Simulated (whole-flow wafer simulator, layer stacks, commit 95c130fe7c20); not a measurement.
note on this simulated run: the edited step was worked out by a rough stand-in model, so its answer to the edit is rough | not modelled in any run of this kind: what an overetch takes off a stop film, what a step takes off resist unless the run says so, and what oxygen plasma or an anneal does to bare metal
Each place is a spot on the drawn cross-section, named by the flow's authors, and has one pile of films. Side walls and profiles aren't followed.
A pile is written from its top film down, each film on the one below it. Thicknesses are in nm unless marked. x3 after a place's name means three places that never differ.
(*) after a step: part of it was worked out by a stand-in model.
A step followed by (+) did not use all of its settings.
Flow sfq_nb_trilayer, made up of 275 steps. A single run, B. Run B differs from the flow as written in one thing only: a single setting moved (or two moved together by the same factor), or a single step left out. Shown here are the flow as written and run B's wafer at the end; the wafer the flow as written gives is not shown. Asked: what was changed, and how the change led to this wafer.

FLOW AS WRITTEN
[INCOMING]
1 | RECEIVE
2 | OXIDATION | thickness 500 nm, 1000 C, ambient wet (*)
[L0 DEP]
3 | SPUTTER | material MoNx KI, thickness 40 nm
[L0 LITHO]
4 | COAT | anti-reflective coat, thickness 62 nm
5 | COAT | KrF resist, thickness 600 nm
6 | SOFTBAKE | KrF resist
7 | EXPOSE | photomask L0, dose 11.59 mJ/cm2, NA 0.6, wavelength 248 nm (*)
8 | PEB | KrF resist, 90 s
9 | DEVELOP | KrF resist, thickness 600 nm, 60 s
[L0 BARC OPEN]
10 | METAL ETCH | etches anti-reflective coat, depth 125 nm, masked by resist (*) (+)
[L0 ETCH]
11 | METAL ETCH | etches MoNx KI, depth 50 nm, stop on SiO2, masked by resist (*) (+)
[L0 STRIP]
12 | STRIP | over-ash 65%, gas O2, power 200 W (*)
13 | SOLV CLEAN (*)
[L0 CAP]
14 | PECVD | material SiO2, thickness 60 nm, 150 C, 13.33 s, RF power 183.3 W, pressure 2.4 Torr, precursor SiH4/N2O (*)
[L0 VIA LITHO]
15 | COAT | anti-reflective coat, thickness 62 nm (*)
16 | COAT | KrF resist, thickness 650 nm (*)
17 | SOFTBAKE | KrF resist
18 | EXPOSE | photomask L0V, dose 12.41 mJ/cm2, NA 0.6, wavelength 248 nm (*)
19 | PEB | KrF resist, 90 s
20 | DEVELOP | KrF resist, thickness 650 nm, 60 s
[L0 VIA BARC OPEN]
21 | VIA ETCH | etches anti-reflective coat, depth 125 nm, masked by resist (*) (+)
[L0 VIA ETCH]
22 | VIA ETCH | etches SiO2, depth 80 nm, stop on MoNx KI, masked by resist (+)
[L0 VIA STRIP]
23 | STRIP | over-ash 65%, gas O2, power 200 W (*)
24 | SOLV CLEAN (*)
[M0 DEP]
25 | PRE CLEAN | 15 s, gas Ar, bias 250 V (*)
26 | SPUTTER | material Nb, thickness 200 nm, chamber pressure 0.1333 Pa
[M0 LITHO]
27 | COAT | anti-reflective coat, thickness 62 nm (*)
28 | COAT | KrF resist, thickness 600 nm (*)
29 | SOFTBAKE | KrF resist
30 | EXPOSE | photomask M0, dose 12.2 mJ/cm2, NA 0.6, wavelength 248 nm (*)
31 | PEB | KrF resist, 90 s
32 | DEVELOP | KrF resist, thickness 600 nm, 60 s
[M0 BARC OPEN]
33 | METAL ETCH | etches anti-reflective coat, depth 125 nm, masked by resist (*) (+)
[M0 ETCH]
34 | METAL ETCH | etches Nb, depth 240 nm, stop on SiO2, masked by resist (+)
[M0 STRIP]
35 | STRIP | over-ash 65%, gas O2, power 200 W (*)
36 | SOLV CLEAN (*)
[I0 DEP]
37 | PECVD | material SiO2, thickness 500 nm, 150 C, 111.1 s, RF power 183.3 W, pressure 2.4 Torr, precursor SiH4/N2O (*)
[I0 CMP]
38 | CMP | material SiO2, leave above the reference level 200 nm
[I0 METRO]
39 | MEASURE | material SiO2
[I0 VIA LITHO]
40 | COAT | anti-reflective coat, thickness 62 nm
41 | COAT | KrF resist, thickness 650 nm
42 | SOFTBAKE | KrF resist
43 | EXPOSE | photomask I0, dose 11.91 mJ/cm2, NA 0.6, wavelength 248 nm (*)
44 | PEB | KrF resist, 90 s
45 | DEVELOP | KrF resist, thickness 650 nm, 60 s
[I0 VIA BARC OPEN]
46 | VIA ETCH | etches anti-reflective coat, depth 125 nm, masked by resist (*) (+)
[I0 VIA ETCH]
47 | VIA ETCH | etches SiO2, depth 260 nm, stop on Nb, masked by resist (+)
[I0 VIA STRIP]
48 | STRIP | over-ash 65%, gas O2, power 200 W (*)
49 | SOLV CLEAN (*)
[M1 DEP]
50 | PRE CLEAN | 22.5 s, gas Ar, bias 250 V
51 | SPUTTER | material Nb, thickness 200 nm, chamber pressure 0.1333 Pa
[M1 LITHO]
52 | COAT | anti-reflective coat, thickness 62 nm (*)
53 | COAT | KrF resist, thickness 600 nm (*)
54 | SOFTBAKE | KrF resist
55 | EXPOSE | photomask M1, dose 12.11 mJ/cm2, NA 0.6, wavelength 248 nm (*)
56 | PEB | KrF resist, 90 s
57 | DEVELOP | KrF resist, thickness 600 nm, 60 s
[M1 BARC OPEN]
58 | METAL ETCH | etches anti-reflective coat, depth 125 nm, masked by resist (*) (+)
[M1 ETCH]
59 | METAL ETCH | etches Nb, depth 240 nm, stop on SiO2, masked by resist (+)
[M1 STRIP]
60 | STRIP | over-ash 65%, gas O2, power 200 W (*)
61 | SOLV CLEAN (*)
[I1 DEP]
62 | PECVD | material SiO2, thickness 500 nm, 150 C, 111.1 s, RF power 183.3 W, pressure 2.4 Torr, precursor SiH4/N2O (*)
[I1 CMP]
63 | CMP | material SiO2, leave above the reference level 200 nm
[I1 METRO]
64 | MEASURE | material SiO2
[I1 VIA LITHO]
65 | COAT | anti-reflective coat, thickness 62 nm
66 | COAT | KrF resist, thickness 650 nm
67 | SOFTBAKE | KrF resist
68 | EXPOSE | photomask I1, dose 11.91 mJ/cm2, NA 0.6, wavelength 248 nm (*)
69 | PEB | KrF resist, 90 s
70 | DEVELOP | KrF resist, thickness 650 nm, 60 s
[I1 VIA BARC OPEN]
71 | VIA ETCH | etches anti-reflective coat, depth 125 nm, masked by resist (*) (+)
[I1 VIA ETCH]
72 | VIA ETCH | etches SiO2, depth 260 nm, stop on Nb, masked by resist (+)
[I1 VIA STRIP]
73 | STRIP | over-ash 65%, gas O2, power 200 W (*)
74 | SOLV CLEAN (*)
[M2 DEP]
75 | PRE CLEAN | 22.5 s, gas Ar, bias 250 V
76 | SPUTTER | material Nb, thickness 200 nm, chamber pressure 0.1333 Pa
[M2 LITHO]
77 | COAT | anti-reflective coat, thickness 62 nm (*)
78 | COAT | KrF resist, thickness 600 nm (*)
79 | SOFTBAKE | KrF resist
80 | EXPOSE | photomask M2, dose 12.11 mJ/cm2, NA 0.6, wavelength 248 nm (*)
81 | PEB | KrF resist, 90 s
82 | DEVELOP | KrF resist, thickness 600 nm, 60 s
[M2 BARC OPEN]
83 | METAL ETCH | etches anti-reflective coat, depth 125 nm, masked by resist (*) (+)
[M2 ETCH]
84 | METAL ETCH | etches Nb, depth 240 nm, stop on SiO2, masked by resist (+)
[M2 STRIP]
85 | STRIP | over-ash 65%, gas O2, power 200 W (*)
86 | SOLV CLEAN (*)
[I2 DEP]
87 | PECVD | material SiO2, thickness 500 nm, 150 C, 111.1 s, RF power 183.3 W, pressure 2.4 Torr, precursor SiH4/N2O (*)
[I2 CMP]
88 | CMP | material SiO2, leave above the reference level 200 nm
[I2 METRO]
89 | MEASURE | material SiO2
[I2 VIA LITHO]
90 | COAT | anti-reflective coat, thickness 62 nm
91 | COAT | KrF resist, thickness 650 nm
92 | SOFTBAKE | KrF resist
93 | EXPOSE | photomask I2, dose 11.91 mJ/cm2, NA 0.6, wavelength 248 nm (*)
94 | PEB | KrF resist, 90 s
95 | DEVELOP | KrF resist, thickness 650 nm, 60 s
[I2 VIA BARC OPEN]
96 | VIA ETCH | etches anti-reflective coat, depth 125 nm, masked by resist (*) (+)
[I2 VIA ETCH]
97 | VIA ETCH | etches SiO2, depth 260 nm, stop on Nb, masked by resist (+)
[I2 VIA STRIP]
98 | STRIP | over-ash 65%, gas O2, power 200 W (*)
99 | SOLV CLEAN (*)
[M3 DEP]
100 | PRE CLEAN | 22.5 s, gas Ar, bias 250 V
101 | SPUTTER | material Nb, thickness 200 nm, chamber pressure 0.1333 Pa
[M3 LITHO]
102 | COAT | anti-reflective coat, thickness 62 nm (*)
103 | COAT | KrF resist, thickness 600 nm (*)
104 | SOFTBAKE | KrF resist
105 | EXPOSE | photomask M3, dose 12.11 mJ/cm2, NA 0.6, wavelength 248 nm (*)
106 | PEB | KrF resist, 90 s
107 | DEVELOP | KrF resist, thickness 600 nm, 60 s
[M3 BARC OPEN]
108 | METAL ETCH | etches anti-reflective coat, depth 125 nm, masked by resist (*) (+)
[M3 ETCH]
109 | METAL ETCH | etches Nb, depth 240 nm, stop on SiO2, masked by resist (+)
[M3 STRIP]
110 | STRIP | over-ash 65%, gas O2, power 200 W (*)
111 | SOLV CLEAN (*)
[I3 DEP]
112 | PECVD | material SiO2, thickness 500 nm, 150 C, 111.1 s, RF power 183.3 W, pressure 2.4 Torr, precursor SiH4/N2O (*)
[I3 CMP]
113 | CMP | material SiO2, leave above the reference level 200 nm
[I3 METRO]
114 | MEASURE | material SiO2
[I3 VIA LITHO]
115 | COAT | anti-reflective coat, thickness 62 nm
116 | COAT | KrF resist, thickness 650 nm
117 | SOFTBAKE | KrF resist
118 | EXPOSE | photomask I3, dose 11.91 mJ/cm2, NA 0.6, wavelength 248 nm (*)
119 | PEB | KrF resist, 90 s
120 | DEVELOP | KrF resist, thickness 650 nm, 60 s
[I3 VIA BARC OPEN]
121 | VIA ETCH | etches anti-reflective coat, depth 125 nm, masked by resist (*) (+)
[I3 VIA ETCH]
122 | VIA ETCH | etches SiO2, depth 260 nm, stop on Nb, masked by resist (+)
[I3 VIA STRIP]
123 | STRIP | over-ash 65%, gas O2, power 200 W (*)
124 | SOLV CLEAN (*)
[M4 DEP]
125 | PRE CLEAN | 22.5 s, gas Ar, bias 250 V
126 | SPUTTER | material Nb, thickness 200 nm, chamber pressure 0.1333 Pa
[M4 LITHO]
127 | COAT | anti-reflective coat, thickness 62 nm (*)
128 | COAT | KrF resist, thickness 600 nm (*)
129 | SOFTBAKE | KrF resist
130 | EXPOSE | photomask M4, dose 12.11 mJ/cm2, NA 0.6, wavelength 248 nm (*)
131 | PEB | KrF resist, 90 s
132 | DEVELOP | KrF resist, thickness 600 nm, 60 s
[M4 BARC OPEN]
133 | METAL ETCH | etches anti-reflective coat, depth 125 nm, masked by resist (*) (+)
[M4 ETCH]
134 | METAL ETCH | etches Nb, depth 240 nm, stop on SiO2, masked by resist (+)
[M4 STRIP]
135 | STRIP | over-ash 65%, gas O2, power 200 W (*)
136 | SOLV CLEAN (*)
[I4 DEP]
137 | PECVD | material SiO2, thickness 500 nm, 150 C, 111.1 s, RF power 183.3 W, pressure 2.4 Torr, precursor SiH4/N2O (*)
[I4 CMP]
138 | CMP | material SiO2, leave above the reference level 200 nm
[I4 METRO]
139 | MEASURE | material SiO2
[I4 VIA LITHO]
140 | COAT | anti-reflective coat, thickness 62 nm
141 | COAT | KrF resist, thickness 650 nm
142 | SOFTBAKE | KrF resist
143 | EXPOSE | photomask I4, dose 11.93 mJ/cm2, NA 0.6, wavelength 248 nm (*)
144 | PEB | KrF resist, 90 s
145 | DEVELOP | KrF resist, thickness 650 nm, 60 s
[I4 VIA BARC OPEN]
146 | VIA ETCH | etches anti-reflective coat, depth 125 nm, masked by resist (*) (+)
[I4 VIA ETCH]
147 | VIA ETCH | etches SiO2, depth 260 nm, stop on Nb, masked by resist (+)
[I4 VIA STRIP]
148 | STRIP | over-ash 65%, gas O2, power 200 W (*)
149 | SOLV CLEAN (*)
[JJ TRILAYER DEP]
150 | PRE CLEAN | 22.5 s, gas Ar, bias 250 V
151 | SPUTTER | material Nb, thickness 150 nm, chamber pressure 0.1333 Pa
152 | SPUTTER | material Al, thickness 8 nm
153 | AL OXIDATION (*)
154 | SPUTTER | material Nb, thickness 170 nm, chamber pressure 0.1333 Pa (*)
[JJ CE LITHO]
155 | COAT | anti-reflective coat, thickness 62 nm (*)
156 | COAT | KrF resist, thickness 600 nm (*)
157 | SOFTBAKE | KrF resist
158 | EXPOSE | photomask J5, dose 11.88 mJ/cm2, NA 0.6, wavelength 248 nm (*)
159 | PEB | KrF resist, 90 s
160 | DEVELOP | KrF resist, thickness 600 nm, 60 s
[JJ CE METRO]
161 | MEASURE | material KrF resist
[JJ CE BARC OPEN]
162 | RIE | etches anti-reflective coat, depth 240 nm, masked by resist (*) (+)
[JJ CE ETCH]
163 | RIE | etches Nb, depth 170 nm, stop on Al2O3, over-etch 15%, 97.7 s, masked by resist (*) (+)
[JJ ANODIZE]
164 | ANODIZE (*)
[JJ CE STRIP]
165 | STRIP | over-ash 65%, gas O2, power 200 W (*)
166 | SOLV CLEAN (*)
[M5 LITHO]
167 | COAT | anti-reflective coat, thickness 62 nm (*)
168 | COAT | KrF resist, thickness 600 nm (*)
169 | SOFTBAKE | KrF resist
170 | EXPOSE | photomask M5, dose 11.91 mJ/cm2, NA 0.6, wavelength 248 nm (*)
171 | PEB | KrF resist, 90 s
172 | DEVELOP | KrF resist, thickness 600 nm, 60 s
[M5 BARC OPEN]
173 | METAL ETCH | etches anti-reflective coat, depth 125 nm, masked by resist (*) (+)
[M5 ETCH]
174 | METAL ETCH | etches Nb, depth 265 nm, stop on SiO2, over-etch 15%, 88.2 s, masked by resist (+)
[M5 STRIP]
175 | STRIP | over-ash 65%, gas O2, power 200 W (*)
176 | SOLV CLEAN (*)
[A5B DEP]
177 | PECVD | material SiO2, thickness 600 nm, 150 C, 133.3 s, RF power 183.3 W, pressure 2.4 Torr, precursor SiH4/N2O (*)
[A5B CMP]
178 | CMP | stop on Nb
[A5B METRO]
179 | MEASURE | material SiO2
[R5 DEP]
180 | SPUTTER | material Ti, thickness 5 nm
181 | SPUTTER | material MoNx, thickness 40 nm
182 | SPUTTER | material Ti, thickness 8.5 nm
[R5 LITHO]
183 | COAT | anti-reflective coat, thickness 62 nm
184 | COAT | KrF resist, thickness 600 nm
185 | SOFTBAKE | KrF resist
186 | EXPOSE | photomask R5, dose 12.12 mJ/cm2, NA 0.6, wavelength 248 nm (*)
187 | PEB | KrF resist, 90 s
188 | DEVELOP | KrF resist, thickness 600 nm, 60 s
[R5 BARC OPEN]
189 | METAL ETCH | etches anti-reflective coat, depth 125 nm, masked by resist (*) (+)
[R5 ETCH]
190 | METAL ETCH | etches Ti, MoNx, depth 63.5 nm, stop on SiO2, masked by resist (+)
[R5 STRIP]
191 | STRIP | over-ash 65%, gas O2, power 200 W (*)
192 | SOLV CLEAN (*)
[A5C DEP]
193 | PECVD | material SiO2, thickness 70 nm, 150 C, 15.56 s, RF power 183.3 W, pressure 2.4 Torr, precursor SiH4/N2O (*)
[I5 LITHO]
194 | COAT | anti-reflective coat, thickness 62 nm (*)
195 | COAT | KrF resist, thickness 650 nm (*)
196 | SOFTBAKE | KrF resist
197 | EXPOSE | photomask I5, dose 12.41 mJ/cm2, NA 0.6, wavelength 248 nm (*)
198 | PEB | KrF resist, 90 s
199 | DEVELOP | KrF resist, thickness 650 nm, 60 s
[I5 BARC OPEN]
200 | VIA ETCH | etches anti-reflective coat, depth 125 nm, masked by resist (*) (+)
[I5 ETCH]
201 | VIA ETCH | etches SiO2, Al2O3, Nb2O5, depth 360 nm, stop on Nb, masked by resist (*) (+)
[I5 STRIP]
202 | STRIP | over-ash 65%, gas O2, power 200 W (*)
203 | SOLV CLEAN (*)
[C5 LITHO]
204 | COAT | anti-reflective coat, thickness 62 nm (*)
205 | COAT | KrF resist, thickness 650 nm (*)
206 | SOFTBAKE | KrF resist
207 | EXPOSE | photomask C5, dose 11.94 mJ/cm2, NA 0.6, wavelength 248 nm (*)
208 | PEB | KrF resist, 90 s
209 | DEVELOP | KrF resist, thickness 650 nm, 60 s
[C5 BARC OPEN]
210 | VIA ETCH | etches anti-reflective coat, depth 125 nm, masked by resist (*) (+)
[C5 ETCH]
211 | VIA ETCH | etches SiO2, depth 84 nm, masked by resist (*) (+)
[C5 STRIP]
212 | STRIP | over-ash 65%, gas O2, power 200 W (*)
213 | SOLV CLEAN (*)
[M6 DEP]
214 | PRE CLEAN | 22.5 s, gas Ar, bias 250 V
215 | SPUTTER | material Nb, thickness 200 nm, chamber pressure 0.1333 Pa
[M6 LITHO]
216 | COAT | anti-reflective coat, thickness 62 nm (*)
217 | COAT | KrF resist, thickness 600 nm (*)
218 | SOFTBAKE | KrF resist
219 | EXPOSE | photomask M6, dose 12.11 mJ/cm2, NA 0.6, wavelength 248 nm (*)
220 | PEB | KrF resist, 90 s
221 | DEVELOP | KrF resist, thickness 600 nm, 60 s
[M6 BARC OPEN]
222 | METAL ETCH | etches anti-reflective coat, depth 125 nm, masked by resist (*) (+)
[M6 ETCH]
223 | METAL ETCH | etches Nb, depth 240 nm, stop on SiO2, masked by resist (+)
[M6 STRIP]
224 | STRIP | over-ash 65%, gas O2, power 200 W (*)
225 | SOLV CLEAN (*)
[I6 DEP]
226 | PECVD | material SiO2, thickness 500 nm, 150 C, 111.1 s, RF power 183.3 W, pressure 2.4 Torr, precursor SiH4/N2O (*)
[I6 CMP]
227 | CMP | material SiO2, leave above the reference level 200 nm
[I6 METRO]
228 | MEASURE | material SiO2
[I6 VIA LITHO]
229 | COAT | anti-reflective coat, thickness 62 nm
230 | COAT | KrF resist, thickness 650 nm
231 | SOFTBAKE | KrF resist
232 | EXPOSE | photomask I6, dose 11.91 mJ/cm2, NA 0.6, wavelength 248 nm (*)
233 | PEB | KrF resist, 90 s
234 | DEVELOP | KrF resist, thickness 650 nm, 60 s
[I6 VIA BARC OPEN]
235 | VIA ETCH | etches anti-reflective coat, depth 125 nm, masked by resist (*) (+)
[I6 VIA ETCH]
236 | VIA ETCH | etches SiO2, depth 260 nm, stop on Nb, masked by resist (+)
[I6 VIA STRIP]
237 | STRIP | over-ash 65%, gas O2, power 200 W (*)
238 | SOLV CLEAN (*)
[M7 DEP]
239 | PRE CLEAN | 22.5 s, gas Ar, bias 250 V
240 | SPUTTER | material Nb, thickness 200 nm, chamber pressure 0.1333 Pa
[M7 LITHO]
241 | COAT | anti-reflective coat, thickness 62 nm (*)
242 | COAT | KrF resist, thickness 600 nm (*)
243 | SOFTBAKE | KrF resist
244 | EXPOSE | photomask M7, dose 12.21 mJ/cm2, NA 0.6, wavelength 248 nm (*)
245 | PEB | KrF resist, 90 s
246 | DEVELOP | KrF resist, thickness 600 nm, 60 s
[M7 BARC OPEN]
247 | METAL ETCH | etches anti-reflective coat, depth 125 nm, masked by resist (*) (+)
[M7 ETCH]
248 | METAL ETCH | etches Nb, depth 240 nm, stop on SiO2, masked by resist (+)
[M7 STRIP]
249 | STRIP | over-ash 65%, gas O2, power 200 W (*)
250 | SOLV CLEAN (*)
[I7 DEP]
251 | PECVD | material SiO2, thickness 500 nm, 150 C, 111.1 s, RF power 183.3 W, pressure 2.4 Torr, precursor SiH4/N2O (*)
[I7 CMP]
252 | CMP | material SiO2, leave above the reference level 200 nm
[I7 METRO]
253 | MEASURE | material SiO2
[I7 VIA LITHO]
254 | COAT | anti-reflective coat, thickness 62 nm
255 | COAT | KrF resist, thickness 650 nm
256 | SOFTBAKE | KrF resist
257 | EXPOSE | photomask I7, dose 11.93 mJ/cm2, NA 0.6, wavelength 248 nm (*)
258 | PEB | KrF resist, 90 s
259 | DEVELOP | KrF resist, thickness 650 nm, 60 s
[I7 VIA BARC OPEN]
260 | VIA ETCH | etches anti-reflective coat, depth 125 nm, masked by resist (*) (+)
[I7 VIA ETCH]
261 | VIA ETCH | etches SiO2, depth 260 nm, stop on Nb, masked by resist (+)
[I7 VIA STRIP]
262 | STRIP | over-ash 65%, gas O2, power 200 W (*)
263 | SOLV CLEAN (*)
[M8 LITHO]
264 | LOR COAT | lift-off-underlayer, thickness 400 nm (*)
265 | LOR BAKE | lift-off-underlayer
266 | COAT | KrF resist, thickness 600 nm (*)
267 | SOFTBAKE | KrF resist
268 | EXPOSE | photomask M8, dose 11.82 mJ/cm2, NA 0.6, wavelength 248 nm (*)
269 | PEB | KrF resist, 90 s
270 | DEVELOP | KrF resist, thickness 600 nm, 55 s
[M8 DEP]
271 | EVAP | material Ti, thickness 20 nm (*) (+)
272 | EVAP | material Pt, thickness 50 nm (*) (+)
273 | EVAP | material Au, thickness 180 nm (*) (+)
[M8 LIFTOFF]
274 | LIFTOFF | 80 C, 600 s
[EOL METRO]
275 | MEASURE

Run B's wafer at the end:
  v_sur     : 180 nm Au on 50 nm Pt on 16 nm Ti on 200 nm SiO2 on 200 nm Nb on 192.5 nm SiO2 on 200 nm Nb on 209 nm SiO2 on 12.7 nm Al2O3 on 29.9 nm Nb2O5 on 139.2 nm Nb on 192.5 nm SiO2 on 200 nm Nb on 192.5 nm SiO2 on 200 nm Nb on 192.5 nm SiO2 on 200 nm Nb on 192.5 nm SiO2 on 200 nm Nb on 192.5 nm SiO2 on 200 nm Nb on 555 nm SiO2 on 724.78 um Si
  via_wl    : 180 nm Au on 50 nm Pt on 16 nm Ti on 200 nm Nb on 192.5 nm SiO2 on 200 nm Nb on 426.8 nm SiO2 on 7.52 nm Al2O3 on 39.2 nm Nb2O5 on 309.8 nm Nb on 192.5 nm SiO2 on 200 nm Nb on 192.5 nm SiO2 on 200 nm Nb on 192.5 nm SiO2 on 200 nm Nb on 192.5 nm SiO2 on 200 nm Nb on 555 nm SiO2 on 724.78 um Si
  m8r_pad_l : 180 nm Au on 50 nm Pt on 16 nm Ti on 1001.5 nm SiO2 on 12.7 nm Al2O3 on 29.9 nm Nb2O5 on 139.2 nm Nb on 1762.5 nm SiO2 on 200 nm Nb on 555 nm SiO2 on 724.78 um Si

What caused this: step 271, EVAP: thickness 16 nm was run, while the flow as written has thickness 20 nm.
The wafer itself shows it: v_sur has Ti 16, and step 271 as written asks for 20 nm.

Step by step, how the change led to this:
  271 | EVAP | material Ti, thickness 20 nm (*) (+)
      field_l, v_sur, via_wl and 103 more: +16 Ti (new film) (in the flow as written it would be: +20 Ti (new film))
  274 | LIFTOFF | 80 C, 600 s
      p4_fl, p4_fm, p4_w1 and 71 more: -180 Au (all of it), -50 Pt (all of it), -16 Ti (all of it), -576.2 KrF resist (all of it), -400 lift-off-underlayer (all of it) (in the flow as written it would be: -180 Au (all of it), -50 Pt (all of it), -20 Ti (all of it), -576.2 KrF resist (all of it), -400 lift-off-underlayer (all of it))
      c5j, ce_r: -180 Au (all of it), -50 Pt (all of it), -16 Ti (all of it), -573.3 KrF resist (all of it), -399.3 lift-off-underlayer (all of it) (in the flow as written it would be: -180 Au (all of it), -50 Pt (all of it), -20 Ti (all of it), -573.3 KrF resist (all of it), -399.3 lift-off-underlayer (all of it))
      (also at 19 further places)
